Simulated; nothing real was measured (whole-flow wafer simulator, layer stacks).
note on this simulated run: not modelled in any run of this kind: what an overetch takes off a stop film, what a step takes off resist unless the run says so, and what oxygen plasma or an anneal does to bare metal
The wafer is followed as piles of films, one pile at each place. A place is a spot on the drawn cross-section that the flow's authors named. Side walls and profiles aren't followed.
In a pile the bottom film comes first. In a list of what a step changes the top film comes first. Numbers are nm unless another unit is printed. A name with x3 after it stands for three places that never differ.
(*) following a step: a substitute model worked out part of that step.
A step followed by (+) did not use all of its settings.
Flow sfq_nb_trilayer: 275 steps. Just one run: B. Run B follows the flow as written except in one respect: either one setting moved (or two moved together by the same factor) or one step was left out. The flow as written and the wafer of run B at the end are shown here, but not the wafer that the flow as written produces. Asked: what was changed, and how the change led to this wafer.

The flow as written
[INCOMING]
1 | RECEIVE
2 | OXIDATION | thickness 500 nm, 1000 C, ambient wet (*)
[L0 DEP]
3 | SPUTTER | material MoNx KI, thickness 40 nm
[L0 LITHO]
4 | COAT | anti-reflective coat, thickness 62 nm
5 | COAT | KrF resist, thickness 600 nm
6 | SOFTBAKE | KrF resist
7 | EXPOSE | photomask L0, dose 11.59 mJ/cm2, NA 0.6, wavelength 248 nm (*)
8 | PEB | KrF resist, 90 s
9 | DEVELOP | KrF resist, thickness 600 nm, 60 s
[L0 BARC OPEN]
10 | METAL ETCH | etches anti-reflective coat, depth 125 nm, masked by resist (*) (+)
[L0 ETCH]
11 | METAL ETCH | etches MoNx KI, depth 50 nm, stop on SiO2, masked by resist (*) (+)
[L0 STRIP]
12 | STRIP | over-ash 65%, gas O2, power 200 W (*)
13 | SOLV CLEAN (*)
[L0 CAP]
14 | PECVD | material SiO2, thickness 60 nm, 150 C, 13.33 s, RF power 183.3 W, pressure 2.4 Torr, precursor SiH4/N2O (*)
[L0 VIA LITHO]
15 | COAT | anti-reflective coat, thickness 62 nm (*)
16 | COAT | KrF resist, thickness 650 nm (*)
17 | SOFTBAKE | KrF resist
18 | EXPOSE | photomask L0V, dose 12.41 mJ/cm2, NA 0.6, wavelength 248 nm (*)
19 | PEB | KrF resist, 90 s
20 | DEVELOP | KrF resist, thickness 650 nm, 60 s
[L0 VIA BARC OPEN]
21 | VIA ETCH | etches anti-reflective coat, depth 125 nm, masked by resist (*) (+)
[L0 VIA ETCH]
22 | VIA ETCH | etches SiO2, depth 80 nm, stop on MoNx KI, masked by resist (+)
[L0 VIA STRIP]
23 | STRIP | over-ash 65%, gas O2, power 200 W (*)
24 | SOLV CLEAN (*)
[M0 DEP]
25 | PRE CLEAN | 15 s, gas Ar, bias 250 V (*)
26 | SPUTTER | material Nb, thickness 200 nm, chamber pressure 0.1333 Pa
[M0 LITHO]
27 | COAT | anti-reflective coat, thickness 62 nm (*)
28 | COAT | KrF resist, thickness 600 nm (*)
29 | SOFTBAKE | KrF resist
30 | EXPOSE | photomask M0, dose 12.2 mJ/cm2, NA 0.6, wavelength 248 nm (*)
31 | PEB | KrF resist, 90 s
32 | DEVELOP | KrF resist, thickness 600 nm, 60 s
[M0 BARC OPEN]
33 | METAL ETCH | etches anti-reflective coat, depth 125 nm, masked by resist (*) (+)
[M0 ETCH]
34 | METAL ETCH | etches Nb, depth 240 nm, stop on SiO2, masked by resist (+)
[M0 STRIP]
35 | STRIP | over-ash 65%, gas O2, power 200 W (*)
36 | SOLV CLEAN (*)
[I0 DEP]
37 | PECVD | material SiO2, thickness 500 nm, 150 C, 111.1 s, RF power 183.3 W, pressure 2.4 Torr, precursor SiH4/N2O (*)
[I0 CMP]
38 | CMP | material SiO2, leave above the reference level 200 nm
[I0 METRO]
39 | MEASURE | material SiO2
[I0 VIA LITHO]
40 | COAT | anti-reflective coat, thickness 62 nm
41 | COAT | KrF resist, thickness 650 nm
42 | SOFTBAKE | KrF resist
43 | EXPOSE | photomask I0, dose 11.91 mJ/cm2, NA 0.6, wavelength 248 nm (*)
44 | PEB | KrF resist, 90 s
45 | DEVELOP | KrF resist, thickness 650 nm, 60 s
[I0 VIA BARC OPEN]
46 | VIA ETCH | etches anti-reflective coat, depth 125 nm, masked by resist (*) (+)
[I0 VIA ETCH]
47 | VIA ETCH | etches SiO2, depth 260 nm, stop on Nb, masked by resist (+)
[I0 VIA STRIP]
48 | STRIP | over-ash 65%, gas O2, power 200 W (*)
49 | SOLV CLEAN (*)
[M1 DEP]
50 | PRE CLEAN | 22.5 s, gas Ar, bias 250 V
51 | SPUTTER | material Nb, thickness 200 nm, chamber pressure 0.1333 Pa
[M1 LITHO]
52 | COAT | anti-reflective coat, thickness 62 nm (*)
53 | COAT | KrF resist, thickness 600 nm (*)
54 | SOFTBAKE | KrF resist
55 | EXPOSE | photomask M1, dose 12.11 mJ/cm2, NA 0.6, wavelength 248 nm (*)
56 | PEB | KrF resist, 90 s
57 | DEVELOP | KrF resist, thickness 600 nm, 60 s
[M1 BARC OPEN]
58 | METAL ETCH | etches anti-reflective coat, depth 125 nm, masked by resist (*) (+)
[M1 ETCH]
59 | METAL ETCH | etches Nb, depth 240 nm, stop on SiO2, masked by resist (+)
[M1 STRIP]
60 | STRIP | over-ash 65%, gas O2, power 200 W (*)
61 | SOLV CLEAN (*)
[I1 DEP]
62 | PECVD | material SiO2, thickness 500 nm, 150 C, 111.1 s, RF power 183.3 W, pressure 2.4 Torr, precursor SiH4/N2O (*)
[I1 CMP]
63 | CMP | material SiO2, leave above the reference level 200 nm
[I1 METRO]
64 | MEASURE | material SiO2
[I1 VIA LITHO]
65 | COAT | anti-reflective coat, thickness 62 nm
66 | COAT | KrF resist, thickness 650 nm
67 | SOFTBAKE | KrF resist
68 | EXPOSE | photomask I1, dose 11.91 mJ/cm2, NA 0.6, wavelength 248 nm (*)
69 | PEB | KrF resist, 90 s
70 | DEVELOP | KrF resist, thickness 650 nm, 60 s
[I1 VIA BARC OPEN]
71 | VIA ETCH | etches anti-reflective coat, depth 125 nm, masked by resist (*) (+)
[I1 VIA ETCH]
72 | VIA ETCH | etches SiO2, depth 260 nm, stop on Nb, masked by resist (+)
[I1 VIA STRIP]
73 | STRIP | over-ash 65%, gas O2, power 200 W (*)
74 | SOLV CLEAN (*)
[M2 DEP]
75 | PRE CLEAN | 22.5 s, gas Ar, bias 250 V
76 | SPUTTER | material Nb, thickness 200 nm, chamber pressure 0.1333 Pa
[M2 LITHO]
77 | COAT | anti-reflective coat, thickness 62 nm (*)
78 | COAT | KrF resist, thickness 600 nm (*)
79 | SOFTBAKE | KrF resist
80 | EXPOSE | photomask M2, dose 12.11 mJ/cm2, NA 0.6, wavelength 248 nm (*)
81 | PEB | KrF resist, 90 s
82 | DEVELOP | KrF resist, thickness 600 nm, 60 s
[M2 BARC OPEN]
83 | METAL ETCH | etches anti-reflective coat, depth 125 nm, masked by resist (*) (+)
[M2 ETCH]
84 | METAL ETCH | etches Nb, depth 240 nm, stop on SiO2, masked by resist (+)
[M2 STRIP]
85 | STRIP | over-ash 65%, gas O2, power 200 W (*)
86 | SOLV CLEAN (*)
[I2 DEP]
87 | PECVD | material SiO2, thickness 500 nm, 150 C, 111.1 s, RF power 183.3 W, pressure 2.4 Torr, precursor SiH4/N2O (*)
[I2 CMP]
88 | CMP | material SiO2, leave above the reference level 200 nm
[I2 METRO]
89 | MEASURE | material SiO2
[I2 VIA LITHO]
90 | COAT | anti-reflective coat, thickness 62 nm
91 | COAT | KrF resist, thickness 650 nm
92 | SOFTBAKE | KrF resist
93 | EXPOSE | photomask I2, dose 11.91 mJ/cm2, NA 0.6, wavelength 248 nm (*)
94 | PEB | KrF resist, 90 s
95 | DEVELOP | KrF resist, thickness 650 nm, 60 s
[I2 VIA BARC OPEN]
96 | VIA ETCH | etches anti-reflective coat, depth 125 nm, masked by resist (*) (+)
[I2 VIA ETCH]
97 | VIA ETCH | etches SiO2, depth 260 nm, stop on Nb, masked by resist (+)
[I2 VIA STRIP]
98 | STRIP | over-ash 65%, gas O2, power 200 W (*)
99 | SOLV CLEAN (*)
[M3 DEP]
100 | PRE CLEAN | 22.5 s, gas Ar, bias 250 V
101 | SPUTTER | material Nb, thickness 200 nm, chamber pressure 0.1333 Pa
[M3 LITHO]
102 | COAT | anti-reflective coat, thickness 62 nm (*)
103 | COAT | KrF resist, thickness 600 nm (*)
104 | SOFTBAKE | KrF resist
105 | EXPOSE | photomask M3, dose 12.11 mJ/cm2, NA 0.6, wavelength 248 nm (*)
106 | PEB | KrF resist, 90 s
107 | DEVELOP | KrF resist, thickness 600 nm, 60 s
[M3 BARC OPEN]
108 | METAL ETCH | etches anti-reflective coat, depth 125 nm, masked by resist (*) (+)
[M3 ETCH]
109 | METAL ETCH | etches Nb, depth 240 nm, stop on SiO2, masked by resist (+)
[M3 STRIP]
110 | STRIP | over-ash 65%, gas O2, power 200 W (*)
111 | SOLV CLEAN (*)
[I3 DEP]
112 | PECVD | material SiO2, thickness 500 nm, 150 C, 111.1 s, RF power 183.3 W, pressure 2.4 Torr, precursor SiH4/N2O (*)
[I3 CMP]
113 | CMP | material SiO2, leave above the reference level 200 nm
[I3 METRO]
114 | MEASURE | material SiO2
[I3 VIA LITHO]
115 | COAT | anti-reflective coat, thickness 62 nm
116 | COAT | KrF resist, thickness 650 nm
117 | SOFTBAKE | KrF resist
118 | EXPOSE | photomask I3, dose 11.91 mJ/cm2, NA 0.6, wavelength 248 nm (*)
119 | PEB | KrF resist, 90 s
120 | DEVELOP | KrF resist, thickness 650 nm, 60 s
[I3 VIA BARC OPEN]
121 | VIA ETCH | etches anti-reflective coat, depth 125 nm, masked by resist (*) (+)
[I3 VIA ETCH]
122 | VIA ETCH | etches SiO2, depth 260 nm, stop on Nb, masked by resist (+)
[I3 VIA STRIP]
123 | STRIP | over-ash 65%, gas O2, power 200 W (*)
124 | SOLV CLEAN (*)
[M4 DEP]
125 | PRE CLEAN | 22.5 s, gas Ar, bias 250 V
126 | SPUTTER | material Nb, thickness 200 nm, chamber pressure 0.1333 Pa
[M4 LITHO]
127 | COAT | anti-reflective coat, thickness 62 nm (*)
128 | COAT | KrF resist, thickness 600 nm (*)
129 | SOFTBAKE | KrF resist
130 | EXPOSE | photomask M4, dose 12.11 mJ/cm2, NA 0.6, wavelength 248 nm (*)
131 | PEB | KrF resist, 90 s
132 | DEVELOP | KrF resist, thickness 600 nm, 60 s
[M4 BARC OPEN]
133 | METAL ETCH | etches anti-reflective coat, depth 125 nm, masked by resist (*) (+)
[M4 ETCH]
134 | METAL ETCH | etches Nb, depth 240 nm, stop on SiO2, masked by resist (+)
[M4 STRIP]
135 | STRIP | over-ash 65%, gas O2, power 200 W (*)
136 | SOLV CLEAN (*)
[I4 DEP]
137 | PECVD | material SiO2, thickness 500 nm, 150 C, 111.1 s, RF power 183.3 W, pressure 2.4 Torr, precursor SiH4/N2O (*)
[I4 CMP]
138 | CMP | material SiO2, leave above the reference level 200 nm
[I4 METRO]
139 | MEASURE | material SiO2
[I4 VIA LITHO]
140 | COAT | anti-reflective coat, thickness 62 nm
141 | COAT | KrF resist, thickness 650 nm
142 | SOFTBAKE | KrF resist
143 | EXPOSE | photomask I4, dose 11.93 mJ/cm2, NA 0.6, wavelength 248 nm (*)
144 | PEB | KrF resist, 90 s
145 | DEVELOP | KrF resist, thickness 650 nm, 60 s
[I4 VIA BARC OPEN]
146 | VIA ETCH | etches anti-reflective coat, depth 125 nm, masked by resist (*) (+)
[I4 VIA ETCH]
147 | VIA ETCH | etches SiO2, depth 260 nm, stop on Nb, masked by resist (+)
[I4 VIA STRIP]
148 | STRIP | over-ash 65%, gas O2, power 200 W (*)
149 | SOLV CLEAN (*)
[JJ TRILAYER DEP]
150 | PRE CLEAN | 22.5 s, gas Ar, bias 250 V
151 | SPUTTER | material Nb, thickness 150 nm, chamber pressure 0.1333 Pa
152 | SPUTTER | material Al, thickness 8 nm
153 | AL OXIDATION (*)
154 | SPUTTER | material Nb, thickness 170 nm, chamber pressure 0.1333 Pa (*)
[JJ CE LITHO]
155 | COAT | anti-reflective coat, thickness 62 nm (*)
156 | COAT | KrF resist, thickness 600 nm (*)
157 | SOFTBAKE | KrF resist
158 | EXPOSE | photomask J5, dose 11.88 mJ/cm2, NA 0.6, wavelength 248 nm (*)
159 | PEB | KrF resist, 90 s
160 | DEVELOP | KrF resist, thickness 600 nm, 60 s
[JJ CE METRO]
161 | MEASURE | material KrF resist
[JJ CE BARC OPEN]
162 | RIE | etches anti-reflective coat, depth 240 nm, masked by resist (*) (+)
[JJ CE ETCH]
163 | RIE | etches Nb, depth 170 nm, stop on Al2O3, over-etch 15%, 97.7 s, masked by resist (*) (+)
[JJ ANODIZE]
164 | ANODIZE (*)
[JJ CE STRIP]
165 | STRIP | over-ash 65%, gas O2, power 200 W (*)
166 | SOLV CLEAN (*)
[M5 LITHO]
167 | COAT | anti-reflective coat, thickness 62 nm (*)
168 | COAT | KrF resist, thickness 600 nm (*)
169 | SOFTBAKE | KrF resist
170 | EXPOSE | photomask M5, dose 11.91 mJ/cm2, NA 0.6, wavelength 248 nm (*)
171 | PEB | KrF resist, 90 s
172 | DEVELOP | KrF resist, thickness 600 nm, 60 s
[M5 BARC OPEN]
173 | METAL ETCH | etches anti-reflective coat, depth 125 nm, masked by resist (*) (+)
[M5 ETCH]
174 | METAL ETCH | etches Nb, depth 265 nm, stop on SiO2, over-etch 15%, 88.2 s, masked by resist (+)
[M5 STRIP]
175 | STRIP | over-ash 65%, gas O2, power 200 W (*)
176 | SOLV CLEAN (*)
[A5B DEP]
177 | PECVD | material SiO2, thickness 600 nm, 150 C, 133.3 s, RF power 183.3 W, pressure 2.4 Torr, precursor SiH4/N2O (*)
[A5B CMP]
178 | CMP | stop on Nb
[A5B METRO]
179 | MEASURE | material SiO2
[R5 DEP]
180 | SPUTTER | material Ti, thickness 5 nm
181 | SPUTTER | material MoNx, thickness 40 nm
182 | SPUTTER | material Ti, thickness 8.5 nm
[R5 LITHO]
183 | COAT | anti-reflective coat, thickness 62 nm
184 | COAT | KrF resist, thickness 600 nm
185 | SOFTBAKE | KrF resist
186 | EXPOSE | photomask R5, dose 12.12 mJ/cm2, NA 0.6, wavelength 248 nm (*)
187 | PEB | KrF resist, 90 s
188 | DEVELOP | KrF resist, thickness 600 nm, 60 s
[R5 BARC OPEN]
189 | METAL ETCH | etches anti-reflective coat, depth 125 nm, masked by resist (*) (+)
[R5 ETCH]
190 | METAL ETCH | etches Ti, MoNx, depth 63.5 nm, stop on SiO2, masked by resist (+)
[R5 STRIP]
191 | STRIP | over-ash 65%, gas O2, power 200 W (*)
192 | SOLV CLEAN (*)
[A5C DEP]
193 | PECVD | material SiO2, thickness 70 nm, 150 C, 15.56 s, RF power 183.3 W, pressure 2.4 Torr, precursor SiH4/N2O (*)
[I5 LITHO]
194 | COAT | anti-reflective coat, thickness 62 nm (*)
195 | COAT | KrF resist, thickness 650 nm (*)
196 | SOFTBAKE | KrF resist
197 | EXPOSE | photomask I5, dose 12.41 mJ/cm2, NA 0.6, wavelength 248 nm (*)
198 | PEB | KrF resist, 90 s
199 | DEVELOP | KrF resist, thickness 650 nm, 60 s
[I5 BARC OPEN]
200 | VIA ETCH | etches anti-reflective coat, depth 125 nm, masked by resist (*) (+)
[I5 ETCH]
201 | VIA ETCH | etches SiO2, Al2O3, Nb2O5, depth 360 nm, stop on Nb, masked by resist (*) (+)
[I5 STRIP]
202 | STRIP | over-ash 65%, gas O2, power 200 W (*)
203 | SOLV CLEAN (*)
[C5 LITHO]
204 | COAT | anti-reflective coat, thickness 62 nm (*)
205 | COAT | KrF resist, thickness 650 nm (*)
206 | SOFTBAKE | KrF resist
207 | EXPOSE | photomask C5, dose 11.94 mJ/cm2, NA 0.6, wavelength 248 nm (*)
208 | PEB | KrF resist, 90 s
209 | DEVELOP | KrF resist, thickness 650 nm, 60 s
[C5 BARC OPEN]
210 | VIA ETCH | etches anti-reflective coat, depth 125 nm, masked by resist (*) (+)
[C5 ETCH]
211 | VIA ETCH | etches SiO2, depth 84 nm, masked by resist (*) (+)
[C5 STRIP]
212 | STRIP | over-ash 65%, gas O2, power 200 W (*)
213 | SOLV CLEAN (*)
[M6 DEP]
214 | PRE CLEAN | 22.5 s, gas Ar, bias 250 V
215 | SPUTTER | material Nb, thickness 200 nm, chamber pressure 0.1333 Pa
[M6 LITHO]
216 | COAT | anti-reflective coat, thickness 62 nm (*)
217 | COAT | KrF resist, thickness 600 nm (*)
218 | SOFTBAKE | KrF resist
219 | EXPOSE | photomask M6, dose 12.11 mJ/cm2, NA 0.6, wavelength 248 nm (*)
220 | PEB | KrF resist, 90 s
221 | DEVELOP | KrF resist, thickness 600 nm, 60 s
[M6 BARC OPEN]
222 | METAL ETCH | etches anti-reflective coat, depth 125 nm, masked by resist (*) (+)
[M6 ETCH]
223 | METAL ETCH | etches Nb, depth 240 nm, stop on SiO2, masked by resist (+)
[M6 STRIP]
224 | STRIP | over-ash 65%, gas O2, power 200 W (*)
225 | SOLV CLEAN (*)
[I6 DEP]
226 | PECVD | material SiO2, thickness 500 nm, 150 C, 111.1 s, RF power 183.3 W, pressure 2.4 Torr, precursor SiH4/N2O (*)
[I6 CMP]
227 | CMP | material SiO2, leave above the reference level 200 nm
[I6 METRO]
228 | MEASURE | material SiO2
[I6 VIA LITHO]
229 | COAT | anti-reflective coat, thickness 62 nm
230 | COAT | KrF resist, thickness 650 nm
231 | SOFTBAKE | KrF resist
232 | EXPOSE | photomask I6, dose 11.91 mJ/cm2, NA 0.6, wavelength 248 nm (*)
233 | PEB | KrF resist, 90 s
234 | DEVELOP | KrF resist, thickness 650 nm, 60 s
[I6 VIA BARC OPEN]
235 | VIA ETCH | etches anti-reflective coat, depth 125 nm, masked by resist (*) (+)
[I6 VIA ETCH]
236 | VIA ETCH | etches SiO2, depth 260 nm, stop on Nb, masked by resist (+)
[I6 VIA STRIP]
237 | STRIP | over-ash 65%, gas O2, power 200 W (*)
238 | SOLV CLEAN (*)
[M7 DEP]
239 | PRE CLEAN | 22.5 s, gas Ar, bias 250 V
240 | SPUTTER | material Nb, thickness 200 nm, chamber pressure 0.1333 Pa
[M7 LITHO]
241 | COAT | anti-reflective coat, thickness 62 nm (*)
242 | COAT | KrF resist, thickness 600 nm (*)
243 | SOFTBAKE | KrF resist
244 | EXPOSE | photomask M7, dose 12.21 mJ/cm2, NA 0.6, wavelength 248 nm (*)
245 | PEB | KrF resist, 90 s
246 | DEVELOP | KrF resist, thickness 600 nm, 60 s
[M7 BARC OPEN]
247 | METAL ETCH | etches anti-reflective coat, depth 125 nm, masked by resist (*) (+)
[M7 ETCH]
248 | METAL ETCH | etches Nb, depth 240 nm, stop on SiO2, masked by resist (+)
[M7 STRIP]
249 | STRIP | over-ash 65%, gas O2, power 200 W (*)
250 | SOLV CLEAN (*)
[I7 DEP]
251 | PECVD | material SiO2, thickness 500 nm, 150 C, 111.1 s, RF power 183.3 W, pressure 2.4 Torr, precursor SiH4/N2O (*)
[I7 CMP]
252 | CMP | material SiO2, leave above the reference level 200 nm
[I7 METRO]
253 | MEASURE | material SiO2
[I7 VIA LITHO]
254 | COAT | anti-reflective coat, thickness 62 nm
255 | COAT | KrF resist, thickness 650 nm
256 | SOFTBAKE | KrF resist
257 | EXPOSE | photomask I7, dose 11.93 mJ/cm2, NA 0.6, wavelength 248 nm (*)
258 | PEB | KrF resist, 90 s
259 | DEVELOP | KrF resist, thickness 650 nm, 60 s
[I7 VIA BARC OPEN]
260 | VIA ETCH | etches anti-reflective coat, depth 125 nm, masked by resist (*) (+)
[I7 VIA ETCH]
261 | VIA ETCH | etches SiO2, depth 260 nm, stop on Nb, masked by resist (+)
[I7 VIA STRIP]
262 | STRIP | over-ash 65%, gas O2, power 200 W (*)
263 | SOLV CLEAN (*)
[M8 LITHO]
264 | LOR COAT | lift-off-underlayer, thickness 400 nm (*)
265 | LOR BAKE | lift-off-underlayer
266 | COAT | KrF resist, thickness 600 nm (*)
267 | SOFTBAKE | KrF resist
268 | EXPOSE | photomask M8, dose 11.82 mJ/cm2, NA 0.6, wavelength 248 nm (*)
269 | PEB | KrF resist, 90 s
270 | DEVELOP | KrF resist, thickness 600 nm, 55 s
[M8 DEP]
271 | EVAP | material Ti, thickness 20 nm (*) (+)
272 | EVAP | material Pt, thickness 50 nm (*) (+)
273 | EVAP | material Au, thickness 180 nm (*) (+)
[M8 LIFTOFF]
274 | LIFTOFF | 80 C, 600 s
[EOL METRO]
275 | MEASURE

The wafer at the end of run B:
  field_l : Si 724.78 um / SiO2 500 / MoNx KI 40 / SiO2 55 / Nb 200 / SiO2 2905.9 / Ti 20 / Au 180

Cause: step 272, EVAP: material Pt, thickness 50 nm (*) (+), was not run.

Step by step, how the change led to this:
  274 | LIFTOFF | 80 C, 600 s
      p4_fl, p4_fm, p4_w1 and 71 more: -180 Au (all of it), -20 Ti (all of it), -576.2 KrF resist (all of it), -400 lift-off-underlayer (all of it) (it would be, as written: -180 Au (all of it), -50 Pt (all of it), -20 Ti (all of it), -576.2 KrF resist (all of it), -400 lift-off-underlayer (all of it))
      c5j, ce_r: -180 Au (all of it), -20 Ti (all of it), -573.3 KrF resist (all of it), -399.3 lift-off-underlayer (all of it) (it would be, as written: -180 Au (all of it), -50 Pt (all of it), -20 Ti (all of it), -573.3 KrF resist (all of it), -399.3 lift-off-underlayer (all of it))
      (as well as at 19 more places)
